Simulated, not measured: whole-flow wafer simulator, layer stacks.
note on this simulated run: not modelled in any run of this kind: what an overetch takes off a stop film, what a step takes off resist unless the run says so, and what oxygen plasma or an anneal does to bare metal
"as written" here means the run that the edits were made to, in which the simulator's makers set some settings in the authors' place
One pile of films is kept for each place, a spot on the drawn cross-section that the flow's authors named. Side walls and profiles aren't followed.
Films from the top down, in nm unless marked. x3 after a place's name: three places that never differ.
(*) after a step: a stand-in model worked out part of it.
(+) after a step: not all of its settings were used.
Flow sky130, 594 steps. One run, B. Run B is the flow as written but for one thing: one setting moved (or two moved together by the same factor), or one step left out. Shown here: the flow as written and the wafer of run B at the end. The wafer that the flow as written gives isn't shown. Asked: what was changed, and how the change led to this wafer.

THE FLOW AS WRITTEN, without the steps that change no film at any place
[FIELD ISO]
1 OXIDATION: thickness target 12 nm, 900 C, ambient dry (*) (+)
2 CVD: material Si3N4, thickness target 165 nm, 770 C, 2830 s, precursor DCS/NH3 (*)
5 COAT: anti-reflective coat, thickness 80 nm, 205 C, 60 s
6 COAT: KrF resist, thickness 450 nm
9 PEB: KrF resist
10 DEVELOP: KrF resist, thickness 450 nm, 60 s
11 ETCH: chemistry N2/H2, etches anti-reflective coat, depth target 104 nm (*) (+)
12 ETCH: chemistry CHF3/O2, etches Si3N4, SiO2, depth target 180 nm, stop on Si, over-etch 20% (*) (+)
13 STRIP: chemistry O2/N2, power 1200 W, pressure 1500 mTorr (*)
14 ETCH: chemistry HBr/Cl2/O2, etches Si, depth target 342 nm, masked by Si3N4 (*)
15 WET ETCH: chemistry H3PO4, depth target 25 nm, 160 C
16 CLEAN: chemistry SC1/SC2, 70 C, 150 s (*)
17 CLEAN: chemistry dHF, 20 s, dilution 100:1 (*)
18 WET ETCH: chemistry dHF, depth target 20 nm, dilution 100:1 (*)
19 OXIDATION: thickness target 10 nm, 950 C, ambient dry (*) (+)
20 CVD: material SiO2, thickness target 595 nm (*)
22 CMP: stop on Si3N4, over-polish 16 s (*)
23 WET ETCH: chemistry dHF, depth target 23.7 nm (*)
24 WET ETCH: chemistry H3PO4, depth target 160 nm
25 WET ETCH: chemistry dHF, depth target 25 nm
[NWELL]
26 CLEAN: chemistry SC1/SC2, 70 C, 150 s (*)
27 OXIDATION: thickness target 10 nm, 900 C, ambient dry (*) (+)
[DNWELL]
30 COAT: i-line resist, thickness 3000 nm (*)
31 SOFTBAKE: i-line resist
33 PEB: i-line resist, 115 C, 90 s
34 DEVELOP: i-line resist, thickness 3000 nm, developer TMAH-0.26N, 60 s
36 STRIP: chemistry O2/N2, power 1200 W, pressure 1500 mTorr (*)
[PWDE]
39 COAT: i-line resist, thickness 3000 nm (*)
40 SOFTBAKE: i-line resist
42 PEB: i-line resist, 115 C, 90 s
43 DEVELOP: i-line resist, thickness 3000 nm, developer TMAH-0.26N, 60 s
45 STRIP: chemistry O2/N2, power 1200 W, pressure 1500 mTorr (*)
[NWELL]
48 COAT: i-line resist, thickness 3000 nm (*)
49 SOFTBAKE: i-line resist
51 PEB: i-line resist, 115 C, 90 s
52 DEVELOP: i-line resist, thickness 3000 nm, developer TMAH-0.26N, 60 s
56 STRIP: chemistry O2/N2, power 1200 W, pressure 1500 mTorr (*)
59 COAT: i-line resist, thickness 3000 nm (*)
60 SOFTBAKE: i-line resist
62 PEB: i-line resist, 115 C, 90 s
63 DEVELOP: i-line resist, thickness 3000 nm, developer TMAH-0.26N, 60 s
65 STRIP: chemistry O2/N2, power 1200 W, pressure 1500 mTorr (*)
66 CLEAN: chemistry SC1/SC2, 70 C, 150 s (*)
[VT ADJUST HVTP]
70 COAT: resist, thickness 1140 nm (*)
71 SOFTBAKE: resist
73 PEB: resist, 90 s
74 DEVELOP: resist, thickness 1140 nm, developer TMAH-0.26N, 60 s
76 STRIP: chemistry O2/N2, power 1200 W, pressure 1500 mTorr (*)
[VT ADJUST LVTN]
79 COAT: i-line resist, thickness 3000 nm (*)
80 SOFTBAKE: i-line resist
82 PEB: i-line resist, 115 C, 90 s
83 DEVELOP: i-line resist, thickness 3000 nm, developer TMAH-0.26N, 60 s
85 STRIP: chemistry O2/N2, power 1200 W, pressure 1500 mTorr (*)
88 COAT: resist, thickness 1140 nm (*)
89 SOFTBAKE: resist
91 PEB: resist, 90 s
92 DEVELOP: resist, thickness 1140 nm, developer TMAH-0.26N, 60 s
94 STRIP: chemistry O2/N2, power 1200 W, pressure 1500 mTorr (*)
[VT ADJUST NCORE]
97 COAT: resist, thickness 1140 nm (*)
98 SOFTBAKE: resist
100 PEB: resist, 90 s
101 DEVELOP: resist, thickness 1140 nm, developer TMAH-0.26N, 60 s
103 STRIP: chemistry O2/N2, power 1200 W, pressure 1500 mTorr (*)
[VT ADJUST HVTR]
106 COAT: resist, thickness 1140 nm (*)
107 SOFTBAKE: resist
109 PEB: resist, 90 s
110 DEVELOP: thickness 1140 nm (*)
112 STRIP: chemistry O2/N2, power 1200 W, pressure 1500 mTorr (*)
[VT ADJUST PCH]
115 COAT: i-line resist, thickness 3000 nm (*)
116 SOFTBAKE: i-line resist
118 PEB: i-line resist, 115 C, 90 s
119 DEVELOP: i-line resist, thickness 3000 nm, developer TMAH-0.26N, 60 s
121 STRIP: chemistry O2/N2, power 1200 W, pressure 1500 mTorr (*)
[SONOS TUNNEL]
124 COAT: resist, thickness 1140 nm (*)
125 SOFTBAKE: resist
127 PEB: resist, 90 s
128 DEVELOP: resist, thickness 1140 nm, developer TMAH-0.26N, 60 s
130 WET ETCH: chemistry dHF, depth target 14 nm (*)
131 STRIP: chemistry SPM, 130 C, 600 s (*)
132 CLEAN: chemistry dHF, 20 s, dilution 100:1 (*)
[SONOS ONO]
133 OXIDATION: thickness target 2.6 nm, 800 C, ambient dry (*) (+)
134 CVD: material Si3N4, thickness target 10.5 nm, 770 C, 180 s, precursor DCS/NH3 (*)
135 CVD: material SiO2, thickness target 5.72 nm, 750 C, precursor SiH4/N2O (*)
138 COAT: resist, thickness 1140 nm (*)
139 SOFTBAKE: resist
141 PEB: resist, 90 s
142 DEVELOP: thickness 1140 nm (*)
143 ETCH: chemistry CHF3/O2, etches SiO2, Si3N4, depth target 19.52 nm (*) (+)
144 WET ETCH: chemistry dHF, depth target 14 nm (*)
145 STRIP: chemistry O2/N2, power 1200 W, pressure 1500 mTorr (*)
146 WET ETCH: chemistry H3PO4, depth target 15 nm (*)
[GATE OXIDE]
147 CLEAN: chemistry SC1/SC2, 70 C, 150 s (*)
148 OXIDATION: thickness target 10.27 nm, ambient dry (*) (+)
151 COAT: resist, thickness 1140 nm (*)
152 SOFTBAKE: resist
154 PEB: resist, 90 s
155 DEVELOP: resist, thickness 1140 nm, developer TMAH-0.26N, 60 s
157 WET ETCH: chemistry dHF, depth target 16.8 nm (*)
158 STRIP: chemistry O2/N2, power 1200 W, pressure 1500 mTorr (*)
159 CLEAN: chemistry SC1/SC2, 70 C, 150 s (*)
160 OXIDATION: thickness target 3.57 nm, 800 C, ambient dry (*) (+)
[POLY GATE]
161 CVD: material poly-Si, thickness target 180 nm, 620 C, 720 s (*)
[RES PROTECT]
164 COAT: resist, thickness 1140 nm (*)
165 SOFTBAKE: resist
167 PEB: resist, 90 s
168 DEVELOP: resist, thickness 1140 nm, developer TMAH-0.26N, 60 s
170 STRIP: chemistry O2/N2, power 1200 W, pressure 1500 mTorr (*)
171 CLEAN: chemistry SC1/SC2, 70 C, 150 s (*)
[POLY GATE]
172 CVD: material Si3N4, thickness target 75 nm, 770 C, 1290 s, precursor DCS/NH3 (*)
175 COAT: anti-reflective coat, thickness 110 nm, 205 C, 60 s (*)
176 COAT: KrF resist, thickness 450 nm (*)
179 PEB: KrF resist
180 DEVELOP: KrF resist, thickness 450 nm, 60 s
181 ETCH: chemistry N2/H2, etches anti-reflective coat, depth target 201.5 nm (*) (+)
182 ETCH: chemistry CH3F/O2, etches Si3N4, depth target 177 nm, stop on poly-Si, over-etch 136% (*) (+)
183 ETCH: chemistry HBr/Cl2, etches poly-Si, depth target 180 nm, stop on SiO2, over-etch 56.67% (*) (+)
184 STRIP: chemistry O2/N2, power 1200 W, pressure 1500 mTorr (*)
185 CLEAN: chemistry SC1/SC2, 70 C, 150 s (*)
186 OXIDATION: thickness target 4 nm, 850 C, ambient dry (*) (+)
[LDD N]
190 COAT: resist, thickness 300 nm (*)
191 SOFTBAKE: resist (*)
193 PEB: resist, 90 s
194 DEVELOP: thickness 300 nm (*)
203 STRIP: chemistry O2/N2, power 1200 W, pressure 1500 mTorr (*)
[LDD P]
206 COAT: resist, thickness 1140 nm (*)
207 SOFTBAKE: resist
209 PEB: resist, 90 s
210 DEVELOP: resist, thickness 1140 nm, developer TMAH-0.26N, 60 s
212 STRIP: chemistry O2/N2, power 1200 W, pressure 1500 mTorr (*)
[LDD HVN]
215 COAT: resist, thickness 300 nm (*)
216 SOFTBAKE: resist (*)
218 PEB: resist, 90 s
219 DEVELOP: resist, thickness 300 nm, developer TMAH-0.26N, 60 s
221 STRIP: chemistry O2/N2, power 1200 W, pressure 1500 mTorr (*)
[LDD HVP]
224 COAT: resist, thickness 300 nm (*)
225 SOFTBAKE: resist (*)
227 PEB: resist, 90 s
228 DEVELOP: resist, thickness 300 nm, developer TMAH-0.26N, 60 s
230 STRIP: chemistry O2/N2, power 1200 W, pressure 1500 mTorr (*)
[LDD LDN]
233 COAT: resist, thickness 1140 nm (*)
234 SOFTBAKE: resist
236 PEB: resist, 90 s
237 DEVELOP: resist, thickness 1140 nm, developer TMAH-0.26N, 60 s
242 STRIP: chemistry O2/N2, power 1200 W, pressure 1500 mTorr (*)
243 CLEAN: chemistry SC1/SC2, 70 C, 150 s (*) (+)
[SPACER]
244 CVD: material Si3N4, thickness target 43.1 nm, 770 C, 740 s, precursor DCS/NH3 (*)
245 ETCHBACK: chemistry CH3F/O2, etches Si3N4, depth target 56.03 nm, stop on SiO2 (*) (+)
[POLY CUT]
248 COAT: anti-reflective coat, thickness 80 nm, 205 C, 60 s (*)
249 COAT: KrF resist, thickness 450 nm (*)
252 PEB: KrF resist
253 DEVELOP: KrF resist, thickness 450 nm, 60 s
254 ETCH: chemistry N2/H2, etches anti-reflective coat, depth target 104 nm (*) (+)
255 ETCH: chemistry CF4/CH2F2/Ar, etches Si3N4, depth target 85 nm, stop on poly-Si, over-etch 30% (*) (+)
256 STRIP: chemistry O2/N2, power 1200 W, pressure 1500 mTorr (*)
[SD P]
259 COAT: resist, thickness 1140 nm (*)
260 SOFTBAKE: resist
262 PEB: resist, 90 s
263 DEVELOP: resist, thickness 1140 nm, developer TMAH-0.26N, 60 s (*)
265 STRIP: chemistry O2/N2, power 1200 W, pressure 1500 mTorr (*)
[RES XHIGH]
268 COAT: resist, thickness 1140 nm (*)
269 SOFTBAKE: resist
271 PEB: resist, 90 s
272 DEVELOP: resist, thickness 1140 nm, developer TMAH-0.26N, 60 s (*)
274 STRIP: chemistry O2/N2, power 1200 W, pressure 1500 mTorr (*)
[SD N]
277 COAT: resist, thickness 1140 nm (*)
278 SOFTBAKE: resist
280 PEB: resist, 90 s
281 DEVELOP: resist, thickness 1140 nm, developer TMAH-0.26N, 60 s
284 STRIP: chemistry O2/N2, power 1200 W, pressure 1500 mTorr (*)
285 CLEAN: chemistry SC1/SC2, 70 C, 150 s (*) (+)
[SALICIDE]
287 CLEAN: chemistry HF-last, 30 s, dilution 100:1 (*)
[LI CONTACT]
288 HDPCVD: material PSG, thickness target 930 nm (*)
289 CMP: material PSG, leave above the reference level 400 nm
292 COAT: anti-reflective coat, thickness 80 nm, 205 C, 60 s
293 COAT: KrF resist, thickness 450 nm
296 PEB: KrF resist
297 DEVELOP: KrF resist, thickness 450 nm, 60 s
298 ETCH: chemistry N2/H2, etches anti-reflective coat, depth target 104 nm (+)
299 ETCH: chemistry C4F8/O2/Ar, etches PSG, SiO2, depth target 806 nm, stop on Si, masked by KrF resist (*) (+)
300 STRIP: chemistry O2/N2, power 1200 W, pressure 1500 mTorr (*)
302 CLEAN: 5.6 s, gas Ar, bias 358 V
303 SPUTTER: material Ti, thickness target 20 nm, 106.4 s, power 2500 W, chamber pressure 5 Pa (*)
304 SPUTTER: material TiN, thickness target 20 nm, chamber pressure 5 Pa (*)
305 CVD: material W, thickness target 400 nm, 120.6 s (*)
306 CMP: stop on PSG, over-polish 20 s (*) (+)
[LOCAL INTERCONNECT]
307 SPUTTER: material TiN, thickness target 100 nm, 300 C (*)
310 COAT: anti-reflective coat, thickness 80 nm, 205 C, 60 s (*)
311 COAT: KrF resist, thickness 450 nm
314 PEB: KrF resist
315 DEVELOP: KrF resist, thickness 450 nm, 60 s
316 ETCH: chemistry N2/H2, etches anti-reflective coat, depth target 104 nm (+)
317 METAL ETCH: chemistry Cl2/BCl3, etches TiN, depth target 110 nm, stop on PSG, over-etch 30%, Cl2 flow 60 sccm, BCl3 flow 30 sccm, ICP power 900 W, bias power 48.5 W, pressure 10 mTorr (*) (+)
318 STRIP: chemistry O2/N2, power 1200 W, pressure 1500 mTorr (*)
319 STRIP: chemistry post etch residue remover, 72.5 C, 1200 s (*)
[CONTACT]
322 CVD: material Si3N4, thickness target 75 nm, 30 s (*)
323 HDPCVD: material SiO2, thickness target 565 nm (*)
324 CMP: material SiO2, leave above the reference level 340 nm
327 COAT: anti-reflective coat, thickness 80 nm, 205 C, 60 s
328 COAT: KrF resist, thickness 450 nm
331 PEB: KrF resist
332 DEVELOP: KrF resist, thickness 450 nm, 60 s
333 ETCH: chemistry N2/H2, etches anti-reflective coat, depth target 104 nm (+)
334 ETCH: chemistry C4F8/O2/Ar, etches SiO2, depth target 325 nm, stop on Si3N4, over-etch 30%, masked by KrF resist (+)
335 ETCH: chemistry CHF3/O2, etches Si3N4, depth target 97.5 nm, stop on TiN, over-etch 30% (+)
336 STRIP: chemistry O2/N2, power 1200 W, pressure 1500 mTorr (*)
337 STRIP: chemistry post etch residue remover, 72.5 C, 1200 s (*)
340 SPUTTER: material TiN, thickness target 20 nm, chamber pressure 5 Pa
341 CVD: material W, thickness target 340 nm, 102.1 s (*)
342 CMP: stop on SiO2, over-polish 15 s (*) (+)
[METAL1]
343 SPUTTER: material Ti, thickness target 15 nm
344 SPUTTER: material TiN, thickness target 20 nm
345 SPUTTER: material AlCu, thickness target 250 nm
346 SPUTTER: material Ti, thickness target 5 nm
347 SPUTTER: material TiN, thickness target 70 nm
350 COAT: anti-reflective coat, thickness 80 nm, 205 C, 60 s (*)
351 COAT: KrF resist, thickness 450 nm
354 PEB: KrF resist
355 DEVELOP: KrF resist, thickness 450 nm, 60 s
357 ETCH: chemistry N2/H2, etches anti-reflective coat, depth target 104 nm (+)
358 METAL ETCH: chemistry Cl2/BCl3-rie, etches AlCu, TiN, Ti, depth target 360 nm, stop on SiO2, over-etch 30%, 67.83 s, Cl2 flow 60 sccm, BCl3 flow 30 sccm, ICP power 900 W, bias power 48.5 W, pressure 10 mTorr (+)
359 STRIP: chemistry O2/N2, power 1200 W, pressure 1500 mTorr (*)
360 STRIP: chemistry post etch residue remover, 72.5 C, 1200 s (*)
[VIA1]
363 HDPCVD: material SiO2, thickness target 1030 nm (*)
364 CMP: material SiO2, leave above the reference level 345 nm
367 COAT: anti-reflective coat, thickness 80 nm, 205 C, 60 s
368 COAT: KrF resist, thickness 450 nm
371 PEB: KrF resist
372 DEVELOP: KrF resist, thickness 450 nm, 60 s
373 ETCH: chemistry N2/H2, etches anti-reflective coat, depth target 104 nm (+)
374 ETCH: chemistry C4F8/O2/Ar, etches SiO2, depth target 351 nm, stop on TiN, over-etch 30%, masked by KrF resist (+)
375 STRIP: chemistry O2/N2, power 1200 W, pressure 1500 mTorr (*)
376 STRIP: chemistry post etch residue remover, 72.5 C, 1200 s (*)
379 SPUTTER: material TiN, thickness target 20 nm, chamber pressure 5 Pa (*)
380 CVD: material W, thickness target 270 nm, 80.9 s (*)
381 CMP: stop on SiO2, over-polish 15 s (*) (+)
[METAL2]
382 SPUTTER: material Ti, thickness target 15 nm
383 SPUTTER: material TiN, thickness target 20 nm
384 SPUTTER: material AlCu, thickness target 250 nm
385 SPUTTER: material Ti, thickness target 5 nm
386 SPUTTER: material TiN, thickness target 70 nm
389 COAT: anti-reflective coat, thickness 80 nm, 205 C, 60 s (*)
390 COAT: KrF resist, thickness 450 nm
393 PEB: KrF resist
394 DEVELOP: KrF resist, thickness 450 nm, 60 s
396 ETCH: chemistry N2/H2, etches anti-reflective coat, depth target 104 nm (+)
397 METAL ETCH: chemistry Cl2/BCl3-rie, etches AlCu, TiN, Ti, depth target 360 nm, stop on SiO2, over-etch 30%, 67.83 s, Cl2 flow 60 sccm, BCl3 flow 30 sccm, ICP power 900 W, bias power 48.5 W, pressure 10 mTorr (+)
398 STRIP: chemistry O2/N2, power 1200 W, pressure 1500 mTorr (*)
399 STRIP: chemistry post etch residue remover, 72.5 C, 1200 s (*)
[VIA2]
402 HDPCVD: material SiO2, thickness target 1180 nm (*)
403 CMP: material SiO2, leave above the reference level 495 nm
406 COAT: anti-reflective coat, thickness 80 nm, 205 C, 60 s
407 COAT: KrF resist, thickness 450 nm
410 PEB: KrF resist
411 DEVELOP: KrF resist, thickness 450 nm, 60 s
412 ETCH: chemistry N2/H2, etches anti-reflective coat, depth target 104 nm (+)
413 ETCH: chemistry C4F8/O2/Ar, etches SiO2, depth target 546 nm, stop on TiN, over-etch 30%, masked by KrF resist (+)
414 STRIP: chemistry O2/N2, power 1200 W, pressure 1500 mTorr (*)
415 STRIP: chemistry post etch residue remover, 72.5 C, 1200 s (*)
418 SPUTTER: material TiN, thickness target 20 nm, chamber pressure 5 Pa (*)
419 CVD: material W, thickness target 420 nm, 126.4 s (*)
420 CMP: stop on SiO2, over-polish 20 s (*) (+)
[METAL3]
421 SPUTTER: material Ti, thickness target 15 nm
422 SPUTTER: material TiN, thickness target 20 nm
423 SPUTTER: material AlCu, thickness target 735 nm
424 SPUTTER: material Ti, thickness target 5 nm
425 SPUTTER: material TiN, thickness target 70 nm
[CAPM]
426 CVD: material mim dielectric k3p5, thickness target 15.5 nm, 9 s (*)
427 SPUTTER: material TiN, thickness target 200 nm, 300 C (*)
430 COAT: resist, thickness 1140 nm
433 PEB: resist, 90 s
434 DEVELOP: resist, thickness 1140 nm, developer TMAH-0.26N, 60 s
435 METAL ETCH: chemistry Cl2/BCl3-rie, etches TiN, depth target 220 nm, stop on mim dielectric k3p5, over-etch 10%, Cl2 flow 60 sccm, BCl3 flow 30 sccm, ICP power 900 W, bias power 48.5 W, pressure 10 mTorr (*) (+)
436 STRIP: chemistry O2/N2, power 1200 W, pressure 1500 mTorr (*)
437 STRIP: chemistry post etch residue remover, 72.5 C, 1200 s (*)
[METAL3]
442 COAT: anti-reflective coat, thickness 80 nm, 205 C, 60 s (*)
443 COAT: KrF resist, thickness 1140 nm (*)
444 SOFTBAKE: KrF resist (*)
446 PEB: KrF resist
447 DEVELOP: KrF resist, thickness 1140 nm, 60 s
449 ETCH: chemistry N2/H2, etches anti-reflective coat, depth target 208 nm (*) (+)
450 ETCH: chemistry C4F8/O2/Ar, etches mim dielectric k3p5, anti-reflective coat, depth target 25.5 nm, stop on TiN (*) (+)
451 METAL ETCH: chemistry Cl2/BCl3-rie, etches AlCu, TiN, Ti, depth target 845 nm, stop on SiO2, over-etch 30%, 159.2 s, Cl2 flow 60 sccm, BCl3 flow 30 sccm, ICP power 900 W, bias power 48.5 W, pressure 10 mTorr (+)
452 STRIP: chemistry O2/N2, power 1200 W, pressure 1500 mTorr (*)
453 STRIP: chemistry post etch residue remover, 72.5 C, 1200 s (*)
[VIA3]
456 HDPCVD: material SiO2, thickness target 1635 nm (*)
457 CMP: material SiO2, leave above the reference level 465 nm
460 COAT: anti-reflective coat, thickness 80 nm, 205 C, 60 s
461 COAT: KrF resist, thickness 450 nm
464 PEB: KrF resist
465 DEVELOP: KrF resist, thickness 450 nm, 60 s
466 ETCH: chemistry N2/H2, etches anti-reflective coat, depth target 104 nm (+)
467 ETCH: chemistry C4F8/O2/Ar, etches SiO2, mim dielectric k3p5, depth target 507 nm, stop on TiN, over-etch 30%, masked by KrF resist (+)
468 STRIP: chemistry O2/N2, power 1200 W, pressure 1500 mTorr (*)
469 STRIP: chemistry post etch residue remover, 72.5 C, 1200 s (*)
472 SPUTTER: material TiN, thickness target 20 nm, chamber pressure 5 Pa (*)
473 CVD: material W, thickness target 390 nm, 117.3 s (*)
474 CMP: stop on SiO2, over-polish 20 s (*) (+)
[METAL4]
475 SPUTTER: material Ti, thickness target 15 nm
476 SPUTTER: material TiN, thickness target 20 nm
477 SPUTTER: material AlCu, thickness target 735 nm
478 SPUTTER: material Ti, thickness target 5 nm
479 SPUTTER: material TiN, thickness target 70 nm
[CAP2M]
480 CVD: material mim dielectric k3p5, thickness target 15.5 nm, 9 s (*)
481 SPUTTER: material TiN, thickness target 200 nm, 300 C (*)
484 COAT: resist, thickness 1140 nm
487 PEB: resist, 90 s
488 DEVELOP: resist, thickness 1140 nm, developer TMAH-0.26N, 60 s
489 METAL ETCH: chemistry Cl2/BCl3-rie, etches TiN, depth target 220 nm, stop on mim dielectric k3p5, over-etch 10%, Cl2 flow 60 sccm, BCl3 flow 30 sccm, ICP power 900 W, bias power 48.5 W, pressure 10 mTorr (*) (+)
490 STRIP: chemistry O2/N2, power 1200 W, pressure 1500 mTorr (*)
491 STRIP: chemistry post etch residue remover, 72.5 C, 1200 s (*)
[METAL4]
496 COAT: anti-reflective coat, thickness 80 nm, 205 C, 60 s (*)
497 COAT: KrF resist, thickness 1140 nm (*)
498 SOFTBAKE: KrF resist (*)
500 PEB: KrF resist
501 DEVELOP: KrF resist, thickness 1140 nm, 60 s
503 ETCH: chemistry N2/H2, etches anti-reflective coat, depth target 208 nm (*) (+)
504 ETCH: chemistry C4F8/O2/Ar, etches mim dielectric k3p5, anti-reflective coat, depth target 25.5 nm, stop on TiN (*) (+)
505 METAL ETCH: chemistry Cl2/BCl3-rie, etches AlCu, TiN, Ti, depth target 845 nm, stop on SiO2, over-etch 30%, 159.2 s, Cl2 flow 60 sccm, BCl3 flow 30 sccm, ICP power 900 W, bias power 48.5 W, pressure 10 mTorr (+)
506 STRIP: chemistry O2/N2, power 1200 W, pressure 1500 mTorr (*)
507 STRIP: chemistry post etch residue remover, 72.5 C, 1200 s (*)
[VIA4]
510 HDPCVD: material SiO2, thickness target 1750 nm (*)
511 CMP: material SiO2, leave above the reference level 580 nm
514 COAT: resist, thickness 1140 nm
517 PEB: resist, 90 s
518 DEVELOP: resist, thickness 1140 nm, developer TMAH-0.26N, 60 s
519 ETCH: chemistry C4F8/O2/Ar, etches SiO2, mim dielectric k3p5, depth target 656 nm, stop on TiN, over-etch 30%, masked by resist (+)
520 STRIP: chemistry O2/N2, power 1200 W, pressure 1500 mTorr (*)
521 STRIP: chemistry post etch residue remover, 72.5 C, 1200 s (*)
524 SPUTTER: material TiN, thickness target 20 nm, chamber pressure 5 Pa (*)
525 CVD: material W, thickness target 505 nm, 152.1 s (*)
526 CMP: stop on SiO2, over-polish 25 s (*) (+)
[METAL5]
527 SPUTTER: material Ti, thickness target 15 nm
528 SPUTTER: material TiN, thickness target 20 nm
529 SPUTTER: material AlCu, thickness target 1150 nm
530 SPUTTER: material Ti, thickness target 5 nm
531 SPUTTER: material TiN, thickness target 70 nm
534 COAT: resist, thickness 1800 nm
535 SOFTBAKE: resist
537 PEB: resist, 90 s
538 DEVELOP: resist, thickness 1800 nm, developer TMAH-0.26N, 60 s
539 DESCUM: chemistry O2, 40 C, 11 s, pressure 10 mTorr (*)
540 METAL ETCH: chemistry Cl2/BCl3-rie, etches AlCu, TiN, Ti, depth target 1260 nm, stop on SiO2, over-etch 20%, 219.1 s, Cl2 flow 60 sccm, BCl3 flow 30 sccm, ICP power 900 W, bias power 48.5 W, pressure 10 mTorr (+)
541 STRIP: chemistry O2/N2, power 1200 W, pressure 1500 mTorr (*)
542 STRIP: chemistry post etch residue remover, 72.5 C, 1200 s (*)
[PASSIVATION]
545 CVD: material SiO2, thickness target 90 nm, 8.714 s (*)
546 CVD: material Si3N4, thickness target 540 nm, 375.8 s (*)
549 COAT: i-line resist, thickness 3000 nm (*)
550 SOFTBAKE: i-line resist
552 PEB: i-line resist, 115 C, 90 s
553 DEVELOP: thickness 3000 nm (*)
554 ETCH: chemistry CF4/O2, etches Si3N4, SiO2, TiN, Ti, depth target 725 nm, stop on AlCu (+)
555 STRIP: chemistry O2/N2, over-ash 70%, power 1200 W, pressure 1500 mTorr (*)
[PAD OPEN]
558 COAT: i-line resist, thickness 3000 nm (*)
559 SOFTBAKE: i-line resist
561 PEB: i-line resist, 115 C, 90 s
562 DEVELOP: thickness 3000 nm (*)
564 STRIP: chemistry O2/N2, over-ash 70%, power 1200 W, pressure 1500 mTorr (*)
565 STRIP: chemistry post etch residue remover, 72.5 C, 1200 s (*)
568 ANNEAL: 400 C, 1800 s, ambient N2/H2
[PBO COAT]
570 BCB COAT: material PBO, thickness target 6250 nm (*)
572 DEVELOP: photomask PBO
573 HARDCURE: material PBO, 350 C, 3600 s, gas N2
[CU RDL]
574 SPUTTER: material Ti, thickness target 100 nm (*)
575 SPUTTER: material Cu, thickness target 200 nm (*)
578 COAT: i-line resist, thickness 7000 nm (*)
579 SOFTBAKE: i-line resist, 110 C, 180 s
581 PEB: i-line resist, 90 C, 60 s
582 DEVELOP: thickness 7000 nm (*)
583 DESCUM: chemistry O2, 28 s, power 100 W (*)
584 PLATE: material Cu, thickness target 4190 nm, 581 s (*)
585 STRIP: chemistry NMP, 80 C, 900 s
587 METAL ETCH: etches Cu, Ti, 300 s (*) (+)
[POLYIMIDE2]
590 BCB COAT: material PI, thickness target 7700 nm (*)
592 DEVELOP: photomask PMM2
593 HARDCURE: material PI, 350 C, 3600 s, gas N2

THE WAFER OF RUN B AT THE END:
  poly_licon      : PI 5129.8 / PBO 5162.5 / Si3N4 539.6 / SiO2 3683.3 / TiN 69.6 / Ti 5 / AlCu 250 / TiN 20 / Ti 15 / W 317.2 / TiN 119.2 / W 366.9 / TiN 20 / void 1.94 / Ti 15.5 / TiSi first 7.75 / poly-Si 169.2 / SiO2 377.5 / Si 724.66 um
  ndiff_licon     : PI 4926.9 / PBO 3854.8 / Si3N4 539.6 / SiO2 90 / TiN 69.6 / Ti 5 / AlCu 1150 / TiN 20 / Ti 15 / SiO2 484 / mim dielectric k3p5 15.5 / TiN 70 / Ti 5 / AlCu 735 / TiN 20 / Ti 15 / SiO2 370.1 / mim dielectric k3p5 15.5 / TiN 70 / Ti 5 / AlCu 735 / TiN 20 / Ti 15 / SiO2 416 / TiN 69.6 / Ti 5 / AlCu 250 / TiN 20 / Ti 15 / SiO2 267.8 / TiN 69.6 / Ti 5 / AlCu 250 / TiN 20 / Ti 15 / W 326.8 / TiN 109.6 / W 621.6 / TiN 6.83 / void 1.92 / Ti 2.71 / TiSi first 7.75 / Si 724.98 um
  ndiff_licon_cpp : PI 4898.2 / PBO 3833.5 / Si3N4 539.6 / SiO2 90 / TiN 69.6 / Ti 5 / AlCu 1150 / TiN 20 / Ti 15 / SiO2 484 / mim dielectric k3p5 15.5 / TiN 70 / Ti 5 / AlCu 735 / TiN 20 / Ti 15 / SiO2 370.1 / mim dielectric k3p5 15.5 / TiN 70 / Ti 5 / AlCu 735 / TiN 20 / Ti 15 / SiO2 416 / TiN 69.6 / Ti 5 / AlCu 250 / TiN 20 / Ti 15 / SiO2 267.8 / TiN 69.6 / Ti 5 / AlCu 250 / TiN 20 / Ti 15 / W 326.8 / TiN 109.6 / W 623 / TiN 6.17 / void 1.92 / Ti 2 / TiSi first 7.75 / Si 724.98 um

The cause: step 568, ANNEAL: 2880 s was run, where the flow has 1800 s.

How the change led to this, step by step:
  568 ANNEAL: 400 C, 1800 s, ambient N2/H2
      poly_licon, rpo_hd_licon: under 11 films: void +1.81 (new film), Ti -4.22, TiSi first +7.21 (new film), poly-Si -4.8 (as written it would be: under 11 films: void +1.54 (new film), Ti -3.59, TiSi first +6.13 (new film), poly-Si -4.08)
      ndiff_licon, ndiff_licon_cpp: under 37 films: void +1.79 (new film), Ti -4.22, TiSi first +7.21 (new film), Si -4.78 (as written it would be: under 37 films: void +1.52 (new film), Ti -3.59, TiSi first +6.13 (new film), Si -4.07)
